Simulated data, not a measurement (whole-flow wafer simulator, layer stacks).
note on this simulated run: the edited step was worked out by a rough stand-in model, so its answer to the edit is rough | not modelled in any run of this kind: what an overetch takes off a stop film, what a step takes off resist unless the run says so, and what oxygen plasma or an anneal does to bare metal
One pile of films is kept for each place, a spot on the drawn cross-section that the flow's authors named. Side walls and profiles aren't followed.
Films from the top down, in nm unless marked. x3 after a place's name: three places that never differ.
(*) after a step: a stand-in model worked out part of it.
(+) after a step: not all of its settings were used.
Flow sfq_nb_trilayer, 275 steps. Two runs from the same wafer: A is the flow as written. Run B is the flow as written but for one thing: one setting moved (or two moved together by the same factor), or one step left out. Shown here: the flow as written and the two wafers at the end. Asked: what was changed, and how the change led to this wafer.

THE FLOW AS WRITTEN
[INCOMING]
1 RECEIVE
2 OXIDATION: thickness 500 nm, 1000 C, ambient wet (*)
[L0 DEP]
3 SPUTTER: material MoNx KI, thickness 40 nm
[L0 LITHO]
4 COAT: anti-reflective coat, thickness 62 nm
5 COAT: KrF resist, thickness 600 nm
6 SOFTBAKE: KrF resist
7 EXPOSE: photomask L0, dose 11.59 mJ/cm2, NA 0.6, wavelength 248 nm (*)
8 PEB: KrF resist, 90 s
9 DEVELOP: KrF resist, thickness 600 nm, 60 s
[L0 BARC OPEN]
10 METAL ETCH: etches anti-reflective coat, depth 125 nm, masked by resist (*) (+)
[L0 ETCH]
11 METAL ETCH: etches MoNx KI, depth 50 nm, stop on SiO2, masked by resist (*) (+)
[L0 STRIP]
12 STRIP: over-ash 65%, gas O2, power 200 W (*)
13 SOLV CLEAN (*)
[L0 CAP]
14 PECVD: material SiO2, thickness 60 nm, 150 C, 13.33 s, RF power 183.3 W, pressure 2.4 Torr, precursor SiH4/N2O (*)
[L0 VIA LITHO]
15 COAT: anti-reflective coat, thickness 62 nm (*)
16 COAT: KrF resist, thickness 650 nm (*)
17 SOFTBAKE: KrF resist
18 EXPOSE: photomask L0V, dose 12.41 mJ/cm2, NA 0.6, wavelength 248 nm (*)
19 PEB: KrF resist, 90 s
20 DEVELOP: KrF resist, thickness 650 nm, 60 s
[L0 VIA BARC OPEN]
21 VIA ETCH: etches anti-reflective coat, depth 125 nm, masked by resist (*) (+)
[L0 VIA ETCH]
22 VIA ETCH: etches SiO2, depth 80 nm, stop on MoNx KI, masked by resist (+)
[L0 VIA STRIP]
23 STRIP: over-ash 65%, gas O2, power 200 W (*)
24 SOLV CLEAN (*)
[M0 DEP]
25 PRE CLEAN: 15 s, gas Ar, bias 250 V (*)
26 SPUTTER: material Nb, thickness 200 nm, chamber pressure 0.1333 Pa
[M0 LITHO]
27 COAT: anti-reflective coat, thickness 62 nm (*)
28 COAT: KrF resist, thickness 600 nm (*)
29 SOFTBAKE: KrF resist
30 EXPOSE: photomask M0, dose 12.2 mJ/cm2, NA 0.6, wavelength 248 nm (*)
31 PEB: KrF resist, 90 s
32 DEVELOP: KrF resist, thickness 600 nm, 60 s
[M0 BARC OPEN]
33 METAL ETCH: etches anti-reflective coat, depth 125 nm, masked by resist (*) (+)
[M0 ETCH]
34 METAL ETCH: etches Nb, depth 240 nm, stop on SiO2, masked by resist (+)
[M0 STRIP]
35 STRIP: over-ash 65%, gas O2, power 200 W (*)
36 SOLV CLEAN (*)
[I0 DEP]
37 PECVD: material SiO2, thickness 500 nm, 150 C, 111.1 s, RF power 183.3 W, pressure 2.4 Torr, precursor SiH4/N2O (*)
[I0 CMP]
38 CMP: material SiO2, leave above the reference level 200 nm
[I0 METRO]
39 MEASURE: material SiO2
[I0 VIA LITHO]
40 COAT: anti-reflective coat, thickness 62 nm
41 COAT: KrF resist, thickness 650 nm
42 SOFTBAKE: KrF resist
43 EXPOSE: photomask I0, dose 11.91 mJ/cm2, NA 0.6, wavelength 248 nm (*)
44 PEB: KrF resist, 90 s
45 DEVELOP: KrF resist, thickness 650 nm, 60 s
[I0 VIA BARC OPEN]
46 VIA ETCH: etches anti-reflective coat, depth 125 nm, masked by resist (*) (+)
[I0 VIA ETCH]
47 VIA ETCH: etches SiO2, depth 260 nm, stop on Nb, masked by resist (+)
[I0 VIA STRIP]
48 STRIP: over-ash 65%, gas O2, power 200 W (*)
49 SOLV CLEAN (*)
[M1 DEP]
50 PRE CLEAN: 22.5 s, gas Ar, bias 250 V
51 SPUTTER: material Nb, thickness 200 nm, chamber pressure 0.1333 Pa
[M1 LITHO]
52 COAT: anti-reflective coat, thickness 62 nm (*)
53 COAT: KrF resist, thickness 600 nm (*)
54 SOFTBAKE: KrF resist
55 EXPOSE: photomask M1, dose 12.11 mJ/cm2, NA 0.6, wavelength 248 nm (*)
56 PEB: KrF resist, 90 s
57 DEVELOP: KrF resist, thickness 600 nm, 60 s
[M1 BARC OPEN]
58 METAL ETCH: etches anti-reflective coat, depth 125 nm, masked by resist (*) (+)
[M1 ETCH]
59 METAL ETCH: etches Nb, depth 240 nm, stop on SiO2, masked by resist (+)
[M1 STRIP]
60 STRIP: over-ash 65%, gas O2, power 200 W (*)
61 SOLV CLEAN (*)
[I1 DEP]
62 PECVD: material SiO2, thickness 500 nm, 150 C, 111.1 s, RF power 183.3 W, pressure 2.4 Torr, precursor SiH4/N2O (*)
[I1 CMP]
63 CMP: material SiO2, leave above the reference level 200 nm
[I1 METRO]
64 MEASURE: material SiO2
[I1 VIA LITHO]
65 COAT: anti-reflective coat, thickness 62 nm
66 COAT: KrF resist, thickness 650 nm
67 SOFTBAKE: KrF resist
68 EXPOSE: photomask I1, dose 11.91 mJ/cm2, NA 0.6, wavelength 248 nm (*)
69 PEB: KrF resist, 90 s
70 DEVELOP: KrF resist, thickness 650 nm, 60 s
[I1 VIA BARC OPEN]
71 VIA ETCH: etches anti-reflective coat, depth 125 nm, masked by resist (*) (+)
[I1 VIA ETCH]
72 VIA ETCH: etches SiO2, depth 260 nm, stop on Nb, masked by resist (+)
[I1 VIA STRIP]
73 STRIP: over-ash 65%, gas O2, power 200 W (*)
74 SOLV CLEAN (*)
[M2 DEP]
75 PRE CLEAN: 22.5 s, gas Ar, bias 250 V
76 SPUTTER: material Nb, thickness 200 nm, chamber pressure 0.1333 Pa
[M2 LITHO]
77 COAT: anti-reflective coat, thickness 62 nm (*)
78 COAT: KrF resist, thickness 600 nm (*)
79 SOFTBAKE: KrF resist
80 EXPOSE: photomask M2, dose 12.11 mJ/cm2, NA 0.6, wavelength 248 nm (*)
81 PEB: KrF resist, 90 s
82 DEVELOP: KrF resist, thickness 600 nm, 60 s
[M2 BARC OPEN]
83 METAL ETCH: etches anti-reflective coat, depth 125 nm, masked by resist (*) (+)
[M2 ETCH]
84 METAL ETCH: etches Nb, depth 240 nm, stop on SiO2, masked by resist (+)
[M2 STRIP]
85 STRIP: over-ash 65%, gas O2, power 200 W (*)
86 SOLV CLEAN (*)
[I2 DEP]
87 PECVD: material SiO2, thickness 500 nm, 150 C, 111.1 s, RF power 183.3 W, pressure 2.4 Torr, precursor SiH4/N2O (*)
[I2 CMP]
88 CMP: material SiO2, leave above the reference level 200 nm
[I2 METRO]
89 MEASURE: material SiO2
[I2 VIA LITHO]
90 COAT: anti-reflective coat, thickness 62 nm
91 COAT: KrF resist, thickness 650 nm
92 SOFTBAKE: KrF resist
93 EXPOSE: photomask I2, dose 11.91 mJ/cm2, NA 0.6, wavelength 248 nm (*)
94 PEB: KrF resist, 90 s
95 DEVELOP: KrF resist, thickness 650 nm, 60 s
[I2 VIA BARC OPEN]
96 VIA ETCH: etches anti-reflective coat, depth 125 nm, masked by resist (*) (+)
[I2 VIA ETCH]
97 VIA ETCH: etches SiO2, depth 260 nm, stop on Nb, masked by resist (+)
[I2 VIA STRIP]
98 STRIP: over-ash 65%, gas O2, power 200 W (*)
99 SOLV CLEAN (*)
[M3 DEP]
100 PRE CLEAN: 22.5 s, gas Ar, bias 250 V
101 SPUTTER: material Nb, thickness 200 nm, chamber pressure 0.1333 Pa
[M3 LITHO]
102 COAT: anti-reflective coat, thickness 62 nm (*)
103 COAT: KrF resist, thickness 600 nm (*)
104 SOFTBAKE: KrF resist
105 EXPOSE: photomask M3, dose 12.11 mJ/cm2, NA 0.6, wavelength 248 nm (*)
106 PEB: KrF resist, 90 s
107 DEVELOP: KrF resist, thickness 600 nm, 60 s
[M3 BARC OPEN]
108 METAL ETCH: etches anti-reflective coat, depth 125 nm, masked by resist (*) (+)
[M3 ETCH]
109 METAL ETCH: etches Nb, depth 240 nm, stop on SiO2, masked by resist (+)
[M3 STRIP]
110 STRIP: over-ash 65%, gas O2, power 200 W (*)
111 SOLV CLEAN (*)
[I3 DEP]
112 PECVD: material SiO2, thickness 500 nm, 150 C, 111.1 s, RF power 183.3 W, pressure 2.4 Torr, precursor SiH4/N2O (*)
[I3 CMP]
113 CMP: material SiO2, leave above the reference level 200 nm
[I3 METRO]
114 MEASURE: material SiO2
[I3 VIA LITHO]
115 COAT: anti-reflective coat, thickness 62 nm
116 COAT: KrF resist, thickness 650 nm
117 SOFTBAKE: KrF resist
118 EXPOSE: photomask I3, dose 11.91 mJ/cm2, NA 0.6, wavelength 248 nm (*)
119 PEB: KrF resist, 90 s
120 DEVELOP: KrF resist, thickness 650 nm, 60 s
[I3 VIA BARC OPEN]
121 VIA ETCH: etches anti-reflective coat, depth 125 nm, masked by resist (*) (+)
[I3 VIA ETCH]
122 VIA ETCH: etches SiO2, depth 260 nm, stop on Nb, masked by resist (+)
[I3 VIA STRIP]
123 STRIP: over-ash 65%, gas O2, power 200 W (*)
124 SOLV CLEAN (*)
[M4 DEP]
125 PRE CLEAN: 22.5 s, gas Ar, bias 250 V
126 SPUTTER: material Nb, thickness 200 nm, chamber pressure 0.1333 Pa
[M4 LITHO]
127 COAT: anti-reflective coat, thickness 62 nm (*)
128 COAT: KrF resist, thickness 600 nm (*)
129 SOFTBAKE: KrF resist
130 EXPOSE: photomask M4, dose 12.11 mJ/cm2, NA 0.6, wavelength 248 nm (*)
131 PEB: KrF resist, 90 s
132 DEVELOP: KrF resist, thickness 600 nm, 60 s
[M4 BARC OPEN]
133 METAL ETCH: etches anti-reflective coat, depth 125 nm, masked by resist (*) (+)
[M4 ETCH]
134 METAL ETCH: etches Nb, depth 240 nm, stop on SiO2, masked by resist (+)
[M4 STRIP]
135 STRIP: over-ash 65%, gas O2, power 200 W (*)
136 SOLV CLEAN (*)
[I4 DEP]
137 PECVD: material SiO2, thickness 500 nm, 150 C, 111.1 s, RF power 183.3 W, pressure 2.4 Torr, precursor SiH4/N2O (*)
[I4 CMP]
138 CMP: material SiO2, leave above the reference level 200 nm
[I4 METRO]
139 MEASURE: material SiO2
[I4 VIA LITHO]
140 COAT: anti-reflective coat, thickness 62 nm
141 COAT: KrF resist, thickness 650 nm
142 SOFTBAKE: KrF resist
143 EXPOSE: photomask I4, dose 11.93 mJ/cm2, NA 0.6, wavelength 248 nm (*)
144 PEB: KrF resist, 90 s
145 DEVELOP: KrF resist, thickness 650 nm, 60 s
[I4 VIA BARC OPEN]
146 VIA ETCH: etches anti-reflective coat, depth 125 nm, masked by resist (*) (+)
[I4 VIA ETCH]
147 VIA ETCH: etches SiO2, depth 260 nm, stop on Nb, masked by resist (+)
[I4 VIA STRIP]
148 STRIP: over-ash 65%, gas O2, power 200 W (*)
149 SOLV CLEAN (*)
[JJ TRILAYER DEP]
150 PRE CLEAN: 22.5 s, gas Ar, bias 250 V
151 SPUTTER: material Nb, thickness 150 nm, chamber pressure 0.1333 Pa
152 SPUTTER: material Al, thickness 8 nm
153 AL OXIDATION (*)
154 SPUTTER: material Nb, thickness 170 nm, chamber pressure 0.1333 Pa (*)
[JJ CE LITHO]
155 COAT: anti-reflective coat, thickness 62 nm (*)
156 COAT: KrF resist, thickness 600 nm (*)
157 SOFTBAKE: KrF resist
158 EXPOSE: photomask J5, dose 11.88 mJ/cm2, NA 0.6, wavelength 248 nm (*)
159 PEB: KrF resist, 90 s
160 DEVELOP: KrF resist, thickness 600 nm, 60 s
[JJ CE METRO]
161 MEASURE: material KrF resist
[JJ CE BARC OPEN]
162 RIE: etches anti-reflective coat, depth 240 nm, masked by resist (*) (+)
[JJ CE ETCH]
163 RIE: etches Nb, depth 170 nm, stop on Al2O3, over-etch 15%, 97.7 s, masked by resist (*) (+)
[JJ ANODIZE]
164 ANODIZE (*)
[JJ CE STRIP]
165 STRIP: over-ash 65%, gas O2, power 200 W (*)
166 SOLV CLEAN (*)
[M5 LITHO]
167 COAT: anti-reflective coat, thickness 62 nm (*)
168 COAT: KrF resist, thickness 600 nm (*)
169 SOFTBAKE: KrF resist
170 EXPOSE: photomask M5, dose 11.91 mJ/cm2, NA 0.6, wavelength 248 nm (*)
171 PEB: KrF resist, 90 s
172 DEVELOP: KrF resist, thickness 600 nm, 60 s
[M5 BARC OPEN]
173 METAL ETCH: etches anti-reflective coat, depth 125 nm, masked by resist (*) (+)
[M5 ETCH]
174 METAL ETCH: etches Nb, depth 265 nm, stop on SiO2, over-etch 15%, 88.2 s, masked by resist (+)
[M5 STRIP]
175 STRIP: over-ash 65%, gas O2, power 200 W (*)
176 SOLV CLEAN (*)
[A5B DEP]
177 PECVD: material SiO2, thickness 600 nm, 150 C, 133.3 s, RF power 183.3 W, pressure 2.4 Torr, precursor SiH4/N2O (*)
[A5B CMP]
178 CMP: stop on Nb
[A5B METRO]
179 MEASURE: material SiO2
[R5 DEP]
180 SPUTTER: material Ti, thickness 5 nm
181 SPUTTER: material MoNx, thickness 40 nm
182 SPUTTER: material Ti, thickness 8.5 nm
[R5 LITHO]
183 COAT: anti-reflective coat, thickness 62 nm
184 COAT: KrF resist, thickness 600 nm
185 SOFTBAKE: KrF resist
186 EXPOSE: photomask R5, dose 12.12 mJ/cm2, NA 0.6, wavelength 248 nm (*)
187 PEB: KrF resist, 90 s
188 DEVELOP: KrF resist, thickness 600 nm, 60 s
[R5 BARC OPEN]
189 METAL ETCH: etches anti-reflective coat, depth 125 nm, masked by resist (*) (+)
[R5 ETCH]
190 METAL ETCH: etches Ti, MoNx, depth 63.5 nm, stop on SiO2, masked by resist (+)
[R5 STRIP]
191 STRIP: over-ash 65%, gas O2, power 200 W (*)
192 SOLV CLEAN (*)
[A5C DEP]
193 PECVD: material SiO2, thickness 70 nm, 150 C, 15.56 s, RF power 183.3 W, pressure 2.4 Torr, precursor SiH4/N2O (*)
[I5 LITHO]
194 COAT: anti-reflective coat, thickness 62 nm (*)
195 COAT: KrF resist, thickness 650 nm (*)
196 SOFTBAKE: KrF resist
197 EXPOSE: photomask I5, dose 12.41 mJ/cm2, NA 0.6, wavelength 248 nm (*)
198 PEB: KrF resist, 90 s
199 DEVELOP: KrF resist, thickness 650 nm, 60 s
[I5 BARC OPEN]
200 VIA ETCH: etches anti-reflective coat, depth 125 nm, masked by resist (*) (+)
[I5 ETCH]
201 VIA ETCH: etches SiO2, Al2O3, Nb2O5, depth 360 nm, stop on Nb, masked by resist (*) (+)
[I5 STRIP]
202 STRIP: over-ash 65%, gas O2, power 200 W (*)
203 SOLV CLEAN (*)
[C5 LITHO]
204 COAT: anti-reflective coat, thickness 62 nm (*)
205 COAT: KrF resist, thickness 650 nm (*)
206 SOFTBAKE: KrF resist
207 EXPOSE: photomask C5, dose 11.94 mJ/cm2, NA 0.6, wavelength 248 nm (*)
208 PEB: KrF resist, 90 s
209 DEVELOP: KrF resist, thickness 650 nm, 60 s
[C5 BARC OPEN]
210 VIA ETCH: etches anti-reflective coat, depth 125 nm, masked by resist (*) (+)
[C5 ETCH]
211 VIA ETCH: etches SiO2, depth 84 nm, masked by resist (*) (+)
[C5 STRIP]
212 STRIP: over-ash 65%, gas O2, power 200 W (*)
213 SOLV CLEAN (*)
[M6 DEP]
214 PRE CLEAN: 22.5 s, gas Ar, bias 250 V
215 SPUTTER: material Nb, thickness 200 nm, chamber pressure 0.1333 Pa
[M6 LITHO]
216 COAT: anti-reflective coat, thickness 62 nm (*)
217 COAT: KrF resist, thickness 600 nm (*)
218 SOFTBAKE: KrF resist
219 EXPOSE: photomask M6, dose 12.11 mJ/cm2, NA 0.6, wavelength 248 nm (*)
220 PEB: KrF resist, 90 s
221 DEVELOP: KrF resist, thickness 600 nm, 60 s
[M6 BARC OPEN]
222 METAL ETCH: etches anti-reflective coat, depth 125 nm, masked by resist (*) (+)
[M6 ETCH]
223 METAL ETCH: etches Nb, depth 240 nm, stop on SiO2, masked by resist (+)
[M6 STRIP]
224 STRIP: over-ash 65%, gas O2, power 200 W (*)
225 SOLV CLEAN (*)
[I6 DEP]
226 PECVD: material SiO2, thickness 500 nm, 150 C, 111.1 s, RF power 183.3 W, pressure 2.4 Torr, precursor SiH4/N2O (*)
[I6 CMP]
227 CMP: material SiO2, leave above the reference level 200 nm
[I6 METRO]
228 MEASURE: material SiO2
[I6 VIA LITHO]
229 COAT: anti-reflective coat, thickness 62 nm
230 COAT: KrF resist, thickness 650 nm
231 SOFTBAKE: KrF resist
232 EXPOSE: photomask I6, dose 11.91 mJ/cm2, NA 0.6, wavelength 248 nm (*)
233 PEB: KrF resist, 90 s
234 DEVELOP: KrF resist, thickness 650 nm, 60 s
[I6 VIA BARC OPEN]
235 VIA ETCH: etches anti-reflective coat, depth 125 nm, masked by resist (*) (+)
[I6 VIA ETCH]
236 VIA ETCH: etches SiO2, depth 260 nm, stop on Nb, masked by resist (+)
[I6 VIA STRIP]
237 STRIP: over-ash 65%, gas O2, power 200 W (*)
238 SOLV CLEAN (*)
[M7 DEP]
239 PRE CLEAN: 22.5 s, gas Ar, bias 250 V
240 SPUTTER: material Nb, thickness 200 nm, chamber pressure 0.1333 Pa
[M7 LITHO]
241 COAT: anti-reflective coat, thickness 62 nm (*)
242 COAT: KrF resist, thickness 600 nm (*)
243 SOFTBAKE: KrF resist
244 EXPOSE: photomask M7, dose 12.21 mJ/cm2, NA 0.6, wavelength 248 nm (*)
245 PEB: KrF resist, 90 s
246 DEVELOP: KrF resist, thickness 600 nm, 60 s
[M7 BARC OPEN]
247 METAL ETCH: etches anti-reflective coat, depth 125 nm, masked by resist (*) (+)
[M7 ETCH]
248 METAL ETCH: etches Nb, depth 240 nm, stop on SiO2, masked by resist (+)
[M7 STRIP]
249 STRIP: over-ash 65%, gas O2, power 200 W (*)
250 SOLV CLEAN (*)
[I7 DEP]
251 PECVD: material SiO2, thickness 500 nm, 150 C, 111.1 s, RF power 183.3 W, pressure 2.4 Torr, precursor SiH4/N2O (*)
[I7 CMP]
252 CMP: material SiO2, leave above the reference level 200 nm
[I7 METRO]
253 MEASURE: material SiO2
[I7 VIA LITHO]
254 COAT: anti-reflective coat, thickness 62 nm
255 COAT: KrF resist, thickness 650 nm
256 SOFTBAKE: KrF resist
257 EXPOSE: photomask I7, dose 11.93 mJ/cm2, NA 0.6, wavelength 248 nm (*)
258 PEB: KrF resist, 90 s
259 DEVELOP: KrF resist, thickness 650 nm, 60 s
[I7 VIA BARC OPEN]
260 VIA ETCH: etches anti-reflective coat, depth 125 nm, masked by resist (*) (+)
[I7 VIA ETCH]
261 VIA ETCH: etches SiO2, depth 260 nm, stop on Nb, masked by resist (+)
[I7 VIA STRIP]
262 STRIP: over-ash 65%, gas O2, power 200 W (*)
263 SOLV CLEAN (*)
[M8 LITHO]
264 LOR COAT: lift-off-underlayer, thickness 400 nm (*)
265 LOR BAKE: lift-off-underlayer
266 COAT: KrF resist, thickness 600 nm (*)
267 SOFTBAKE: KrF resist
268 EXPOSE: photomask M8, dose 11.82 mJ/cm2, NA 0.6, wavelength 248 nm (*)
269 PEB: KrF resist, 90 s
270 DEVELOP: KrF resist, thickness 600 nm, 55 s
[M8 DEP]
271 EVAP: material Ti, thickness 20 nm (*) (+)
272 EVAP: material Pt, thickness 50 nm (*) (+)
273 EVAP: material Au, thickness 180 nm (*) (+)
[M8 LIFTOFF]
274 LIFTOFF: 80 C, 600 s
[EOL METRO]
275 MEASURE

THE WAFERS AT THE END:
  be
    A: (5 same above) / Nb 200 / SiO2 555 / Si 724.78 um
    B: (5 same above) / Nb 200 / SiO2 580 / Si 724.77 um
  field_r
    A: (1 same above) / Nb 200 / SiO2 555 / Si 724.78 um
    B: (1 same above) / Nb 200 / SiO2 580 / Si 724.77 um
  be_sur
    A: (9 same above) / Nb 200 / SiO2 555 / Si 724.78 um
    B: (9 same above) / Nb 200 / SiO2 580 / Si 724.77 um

The cause: step 2, OXIDATION: thickness 525 nm was run, where the flow has thickness 500 nm.

How the change led to this, step by step:
  2 OXIDATION: thickness 500 nm, 1000 C, ambient wet (*)
      field_l, v_sur, via_wl and 103 more: A SiO2 +500 (new film), chemical SiO2 -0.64 (all of it), Si -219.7 | B SiO2 +525 (new film), chemical SiO2 -0.64 (all of it), Si -230.7
